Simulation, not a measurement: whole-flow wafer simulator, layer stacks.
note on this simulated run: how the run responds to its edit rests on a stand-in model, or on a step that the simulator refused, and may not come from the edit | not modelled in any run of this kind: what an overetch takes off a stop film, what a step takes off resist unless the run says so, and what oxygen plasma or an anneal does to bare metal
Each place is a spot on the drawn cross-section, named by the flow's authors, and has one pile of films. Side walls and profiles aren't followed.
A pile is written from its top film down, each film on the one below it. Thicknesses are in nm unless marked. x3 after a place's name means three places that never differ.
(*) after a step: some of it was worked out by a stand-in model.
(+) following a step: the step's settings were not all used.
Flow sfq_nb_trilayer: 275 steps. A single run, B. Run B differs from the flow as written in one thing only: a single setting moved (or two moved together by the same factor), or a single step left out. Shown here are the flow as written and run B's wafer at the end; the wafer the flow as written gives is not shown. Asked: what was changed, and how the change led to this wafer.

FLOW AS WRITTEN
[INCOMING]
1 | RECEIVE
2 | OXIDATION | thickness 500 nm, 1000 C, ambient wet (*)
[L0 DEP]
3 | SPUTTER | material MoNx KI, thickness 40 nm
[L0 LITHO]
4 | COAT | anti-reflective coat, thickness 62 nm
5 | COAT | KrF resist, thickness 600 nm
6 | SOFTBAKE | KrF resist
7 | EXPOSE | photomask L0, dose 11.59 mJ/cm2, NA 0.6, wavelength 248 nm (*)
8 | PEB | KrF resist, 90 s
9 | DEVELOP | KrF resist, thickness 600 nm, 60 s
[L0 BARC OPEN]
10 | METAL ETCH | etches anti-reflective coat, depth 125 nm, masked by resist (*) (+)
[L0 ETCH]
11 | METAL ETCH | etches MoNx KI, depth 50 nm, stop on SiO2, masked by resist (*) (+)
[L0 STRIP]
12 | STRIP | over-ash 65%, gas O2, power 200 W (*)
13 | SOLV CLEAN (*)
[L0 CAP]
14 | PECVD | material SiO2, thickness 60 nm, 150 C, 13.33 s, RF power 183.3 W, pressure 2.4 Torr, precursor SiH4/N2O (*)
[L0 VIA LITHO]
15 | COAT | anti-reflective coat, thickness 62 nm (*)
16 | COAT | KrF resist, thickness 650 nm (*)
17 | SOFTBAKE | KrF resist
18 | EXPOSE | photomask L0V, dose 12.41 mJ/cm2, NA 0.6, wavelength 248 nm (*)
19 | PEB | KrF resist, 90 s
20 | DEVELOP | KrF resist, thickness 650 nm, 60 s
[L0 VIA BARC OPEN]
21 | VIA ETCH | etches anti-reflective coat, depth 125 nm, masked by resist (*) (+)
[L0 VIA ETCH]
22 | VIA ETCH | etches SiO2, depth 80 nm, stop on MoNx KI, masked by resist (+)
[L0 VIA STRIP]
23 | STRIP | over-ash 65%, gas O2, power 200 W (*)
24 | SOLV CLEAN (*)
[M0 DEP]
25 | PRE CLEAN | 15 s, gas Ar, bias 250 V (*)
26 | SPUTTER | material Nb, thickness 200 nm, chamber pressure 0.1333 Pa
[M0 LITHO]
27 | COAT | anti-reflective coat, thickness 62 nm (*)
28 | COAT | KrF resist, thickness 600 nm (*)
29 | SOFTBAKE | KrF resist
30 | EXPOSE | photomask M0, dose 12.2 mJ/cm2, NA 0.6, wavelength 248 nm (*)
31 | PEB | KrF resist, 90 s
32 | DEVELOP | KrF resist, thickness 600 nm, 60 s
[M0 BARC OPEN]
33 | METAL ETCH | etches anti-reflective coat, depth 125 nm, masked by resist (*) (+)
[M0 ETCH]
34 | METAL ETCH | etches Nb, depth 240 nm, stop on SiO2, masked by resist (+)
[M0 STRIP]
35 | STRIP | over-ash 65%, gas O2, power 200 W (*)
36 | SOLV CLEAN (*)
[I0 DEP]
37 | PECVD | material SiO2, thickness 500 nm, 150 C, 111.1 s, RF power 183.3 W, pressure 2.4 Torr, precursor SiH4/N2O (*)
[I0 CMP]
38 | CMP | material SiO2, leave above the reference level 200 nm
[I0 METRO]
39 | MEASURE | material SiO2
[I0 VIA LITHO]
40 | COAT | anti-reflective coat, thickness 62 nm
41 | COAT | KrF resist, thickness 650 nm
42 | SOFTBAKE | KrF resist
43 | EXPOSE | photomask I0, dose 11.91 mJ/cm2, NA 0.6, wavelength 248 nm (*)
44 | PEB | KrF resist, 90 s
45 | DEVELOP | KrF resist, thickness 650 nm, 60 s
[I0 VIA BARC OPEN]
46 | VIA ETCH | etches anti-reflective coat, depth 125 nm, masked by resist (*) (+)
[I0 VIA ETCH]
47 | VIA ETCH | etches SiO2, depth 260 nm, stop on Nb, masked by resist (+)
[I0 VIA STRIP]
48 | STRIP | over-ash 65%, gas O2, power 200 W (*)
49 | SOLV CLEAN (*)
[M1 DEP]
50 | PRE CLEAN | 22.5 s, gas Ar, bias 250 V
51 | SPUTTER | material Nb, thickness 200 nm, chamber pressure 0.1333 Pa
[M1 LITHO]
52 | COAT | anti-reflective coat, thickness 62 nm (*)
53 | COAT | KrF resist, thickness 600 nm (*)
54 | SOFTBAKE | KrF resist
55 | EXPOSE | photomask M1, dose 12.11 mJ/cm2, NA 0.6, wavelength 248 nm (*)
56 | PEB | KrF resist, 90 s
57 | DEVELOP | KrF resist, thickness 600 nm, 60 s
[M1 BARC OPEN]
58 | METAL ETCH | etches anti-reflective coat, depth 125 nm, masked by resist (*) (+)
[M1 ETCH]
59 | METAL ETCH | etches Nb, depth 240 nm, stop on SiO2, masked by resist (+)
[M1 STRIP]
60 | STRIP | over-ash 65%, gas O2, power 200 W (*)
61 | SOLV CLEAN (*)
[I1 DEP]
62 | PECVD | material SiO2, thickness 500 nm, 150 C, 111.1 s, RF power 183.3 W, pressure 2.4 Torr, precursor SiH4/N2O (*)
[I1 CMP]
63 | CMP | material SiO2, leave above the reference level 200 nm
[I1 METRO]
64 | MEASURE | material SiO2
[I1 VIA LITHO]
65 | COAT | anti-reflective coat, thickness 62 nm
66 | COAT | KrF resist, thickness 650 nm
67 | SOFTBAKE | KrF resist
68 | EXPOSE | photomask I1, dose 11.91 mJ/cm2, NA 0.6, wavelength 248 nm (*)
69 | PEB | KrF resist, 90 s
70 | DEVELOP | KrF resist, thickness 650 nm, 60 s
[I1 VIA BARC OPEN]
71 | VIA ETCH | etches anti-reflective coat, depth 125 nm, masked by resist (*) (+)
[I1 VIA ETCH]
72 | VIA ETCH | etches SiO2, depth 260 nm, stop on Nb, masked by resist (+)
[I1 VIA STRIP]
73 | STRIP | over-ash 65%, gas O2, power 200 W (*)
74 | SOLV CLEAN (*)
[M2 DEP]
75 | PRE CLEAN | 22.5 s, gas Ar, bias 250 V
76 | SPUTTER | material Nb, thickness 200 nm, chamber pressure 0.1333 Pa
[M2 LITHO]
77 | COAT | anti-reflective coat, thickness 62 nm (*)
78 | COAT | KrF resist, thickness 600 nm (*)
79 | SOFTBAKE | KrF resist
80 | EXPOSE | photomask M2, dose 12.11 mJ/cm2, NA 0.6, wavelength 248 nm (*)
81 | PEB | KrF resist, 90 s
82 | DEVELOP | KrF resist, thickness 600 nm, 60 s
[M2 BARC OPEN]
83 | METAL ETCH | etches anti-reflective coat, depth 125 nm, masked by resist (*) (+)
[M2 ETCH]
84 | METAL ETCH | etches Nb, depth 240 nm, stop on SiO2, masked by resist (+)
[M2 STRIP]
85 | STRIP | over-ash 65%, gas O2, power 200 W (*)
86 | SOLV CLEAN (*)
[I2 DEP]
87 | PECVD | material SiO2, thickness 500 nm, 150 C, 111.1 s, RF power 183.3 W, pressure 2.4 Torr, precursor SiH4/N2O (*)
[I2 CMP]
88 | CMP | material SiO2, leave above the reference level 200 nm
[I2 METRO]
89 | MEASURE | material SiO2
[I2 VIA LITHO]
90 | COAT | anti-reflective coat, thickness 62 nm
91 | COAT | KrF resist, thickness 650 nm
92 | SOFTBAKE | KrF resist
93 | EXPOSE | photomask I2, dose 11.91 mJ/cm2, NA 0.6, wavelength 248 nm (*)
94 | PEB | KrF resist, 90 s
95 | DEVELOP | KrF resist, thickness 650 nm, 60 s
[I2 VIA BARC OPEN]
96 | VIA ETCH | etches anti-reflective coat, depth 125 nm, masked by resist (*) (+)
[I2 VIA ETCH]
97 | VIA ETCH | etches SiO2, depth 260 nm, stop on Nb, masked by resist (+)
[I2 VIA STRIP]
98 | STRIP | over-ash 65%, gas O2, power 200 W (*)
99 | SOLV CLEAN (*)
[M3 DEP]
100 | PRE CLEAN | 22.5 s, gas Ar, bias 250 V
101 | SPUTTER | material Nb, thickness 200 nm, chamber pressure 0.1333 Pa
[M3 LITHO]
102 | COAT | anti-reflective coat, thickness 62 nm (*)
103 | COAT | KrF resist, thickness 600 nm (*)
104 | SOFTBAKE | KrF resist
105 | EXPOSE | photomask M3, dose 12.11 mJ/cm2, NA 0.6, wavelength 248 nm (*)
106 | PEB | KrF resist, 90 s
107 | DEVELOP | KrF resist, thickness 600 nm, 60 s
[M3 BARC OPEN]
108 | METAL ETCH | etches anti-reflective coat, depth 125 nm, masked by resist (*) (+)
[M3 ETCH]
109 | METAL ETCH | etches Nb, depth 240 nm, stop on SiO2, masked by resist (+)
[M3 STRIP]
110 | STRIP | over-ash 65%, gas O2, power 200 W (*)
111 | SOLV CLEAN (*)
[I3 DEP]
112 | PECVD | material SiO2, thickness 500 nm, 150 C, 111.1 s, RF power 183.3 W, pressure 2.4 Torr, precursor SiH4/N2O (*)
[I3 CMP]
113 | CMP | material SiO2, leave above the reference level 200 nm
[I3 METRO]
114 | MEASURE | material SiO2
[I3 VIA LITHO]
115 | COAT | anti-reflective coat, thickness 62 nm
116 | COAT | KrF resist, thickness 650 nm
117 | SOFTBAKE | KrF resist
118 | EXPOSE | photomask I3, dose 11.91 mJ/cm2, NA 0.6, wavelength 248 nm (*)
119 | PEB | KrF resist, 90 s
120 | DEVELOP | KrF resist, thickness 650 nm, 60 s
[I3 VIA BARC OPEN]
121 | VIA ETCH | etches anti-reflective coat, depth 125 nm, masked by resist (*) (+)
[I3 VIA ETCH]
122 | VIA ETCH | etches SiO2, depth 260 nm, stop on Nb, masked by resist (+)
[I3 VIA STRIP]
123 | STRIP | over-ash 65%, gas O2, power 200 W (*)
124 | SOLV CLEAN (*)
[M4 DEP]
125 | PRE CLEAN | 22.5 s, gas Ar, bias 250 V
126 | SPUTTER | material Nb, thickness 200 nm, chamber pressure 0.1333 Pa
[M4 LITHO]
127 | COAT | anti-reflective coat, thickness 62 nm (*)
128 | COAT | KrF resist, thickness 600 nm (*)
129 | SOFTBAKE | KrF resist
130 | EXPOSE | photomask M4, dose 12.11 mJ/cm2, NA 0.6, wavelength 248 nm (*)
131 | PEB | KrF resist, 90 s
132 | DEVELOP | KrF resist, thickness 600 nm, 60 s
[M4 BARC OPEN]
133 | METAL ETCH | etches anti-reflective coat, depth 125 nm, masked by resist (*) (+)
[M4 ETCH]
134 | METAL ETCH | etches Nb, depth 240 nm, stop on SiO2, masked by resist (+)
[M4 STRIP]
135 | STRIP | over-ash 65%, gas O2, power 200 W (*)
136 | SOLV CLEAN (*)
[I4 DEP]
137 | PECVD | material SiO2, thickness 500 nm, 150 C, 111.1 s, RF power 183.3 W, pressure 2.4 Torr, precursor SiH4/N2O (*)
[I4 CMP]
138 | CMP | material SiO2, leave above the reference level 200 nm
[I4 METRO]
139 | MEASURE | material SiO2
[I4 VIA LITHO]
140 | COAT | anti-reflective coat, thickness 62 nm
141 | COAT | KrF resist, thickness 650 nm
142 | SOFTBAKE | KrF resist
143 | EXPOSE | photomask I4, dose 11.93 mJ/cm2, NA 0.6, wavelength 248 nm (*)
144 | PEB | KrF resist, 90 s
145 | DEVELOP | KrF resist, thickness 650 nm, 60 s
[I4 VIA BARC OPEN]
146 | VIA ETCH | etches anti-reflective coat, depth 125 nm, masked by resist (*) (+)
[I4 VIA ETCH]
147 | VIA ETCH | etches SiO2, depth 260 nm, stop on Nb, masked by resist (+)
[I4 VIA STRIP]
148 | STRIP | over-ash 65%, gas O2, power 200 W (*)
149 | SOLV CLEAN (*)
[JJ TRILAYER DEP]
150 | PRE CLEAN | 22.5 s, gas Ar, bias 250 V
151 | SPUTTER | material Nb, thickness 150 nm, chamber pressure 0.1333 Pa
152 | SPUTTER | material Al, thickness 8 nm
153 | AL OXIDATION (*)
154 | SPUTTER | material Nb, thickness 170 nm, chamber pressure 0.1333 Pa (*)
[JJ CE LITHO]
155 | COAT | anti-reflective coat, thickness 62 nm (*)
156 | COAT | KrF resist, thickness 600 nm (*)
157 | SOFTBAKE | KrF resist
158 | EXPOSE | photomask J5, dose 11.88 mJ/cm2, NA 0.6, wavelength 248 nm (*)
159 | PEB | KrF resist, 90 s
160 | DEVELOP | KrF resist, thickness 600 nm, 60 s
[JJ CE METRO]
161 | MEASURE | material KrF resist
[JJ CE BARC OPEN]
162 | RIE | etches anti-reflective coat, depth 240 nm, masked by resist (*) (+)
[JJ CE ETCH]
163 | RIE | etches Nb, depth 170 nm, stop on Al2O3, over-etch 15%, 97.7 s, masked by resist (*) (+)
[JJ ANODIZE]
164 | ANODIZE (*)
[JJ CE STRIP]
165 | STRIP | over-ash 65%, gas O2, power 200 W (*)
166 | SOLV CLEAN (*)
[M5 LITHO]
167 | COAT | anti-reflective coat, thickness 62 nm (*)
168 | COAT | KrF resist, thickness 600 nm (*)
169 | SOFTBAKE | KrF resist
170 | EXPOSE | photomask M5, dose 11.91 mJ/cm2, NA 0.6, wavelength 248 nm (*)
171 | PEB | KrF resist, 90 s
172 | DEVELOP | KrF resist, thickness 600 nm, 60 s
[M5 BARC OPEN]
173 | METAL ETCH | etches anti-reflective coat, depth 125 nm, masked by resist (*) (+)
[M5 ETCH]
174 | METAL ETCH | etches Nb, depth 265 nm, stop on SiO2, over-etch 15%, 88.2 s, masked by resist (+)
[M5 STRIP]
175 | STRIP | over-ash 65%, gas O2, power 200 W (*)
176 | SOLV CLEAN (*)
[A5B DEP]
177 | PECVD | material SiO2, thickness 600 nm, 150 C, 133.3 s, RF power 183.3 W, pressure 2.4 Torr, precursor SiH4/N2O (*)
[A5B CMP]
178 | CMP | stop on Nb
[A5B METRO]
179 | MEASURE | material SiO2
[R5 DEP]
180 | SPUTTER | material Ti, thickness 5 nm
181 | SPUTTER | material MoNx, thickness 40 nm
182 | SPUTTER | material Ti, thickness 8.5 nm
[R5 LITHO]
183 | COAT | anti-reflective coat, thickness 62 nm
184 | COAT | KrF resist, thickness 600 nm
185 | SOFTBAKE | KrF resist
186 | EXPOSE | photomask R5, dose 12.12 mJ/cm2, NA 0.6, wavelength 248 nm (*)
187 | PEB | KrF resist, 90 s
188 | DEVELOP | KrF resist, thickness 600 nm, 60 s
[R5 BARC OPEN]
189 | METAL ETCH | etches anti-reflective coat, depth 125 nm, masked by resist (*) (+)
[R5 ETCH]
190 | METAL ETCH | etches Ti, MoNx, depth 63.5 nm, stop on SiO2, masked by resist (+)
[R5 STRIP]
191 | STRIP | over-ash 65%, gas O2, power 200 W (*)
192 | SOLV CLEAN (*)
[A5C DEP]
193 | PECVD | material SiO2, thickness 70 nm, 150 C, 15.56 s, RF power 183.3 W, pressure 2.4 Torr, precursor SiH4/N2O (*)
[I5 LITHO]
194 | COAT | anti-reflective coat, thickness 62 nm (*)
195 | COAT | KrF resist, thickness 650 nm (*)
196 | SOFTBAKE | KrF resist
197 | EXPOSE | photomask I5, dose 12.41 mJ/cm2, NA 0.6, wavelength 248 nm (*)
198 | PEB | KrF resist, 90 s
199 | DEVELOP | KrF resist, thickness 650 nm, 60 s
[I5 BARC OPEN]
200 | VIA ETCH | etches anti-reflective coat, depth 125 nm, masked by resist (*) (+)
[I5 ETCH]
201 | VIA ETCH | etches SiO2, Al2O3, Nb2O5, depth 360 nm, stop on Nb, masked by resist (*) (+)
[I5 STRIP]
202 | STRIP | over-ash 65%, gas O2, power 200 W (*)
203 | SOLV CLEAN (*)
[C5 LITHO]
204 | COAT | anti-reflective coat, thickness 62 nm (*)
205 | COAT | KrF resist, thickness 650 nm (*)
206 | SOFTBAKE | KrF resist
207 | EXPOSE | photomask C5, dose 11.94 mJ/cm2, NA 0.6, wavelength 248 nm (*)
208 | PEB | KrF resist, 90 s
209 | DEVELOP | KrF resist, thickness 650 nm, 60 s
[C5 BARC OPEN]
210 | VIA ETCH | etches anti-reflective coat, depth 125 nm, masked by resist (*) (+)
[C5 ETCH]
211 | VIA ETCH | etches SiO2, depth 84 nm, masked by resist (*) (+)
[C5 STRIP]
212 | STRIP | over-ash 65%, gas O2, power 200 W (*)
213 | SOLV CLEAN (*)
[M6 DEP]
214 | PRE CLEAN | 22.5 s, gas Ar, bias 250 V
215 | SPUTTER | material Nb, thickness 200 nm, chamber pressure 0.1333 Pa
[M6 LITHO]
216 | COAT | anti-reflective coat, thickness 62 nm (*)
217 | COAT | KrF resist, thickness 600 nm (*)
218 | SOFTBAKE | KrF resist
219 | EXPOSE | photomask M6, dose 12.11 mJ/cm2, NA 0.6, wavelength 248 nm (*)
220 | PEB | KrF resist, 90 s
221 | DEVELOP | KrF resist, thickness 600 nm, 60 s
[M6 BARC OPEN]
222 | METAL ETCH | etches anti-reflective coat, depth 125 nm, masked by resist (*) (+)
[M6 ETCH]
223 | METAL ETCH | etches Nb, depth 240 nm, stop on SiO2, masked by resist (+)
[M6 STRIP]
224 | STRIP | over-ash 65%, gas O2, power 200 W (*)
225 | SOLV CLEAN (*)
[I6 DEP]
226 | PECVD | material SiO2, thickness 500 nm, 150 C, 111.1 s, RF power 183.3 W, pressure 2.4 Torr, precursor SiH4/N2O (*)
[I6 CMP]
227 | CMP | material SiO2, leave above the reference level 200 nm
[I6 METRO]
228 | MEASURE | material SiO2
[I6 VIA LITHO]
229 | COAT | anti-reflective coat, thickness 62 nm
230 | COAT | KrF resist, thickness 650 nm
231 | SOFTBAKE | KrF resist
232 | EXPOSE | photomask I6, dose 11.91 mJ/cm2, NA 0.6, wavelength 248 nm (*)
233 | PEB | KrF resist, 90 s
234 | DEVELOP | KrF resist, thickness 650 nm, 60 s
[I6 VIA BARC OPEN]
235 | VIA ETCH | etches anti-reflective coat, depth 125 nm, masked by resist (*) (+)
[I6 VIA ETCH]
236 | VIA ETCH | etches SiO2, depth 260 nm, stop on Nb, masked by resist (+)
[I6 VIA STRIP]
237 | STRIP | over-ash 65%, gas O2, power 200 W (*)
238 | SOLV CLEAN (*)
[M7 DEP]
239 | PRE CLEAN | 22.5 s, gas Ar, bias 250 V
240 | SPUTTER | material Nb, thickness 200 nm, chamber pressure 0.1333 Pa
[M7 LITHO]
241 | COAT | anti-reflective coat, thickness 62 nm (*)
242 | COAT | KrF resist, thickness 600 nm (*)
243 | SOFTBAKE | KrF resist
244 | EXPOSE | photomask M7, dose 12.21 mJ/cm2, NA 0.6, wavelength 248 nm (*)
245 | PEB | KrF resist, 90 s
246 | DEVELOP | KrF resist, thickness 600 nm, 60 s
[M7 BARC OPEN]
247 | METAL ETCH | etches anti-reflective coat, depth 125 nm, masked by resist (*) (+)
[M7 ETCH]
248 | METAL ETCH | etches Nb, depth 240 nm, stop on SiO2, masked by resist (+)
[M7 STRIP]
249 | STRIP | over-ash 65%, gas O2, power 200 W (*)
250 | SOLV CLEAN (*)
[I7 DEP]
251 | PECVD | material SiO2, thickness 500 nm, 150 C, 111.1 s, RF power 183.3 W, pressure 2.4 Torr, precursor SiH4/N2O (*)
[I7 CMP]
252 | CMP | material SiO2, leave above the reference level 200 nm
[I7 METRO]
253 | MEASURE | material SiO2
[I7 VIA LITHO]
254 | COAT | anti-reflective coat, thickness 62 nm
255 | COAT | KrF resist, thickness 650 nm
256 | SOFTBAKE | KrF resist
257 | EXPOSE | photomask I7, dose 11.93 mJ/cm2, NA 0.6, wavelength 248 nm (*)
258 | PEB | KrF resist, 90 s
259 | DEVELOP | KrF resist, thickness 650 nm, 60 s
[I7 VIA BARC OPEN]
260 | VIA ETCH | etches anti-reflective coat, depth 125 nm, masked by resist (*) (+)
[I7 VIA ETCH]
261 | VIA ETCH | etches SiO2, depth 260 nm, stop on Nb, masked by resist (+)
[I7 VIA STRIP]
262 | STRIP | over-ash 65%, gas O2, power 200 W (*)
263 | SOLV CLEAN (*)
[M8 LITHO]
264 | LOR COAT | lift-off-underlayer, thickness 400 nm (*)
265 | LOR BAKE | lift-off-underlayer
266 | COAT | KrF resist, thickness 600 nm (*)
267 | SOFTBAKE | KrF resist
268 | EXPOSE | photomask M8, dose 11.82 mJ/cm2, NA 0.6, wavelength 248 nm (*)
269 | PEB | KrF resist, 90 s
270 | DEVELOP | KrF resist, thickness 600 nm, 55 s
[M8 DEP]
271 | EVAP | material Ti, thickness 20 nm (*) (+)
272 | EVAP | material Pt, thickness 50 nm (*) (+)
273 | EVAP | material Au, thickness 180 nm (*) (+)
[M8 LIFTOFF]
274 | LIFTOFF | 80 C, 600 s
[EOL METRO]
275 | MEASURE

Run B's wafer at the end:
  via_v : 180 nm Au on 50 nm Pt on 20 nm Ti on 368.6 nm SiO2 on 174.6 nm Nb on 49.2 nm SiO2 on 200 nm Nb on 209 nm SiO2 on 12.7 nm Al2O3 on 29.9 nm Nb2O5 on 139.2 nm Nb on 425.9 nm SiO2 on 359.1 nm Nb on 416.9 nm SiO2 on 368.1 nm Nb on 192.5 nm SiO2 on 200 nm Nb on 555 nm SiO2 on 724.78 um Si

Cause: step 236, VIA ETCH: depth 143.1 nm was run, while the flow as written has depth 260 nm.

How this came from the change, step by step:
  236 | VIA ETCH | etches SiO2, depth 260 nm, stop on Nb, masked by resist (+)
      via_v: -143.1 SiO2 (in the flow as written it would be: -199.8 SiO2 (all of it))
      field_l, v_sur, via_wl and 102 more: -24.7 KrF resist (in the flow as written it would be: -44.8 KrF resist)
  237 | STRIP | over-ash 65%, gas O2, power 200 W (*)
      field_l, v_sur, via_wl and 102 more: -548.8 KrF resist (all of it), -62 anti-reflective coat (all of it) (in the flow as written it would be: -528.6 KrF resist (all of it), -62 anti-reflective coat (all of it))
  239 | PRE CLEAN | 22.5 s, gas Ar, bias 250 V
      via_v: -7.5 SiO2 (in the flow as written it would be: -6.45 Nb)
  240 | SPUTTER | material Nb, thickness 200 nm, chamber pressure 0.1333 Pa
      via_v: +174.6 Nb (new film) (in the flow as written it would be: +161.1 Nb)
  241 | COAT | anti-reflective coat, thickness 62 nm (*)
      via_v: +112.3 anti-reflective coat (new film) (in the flow as written it would be: +126 anti-reflective coat (new film))
  242 | COAT | KrF resist, thickness 600 nm (*)
      via_v: +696 KrF resist (new film) (in the flow as written it would be: +742.5 KrF resist (new film))
  249 | STRIP | over-ash 65%, gas O2, power 200 W (*)
      via_v: -478.2 KrF resist (all of it), -112.3 anti-reflective coat (all of it) (in the flow as written it would be: -524.5 KrF resist (all of it), -126 anti-reflective coat (all of it))
  251 | PECVD | material SiO2, thickness 500 nm, 150 C, 111.1 s, RF power 183.3 W, pressure 2.4 Torr, precursor SiH4/N2O (*)
      via_v: +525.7 SiO2 (new film) (in the flow as written it would be: +621 SiO2 (new film))
  252 | CMP | material SiO2, leave above the reference level 200 nm
      via_v: -157.1 SiO2 (in the flow as written it would be: -183.1 SiO2)
Taking metal films that touch as one body, via_v has 7 bodies (between them, from the top down: SiO2 368.6; SiO2 49.2; SiO2 209 / Al2O3 12.7 / Nb2O5 29.9; SiO2 425.9; SiO2 416.9; SiO2 192.5); the flow as written gives 6 bodies (between them, from the top down: SiO2 437.8; SiO2 209 / Al2O3 12.7 / Nb2O5 29.9; SiO2 425.9; SiO2 416.9; SiO2 192.5).
